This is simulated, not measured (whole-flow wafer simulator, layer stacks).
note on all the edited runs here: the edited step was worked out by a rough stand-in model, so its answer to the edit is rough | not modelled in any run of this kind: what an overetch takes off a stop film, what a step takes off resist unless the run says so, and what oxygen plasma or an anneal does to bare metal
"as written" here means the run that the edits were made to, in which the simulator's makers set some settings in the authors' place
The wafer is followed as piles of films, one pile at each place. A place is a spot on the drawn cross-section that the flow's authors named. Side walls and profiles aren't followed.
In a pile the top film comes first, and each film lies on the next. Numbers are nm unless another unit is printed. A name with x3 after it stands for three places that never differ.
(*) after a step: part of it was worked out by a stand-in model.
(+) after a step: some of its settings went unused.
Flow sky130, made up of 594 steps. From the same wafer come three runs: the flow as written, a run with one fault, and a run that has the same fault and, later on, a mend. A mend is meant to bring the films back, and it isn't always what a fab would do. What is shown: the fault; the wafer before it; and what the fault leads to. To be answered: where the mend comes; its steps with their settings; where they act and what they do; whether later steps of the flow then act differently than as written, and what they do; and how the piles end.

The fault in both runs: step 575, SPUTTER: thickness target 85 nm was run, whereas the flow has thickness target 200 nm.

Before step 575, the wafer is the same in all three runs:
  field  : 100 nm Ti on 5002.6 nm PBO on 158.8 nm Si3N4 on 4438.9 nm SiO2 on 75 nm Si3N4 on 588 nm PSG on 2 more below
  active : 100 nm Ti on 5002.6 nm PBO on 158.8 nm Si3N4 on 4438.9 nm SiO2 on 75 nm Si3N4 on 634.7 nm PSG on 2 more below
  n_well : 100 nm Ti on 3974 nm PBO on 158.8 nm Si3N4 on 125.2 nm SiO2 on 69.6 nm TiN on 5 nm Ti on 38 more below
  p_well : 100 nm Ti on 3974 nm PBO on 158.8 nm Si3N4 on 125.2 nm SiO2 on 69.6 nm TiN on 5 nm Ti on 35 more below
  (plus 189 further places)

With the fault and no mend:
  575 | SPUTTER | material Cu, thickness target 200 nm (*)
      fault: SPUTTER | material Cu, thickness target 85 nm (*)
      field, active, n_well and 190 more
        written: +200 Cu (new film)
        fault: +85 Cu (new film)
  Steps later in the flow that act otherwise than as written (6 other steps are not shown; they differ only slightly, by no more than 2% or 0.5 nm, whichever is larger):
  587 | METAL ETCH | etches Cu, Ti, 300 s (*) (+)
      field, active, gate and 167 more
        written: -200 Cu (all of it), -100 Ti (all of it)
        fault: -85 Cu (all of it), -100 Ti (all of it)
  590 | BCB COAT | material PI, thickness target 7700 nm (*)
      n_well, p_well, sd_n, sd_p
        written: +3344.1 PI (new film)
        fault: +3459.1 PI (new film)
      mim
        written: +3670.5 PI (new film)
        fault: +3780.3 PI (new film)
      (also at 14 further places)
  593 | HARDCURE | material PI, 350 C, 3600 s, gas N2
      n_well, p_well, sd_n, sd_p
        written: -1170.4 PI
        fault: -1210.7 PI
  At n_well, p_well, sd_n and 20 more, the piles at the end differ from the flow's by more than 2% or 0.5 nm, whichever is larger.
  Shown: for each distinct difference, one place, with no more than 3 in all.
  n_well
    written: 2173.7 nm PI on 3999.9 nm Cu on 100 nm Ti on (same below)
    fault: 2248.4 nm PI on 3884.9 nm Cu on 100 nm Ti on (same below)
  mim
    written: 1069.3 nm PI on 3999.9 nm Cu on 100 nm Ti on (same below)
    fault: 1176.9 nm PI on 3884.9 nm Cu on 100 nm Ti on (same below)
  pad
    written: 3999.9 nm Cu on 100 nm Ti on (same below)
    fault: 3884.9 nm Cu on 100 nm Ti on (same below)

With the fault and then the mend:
  The mend stands after step 575.
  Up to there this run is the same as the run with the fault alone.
  575a | SPUTTER | material Cu, thickness target 115 nm (*) (the flow's step 575 again, with other settings)
      field, active, n_well and 190 more
        +115 Cu
  Later steps of the flow that are run all act as written at every place that is followed.
  By the end, the piles equal the flow's at every place that both follow.
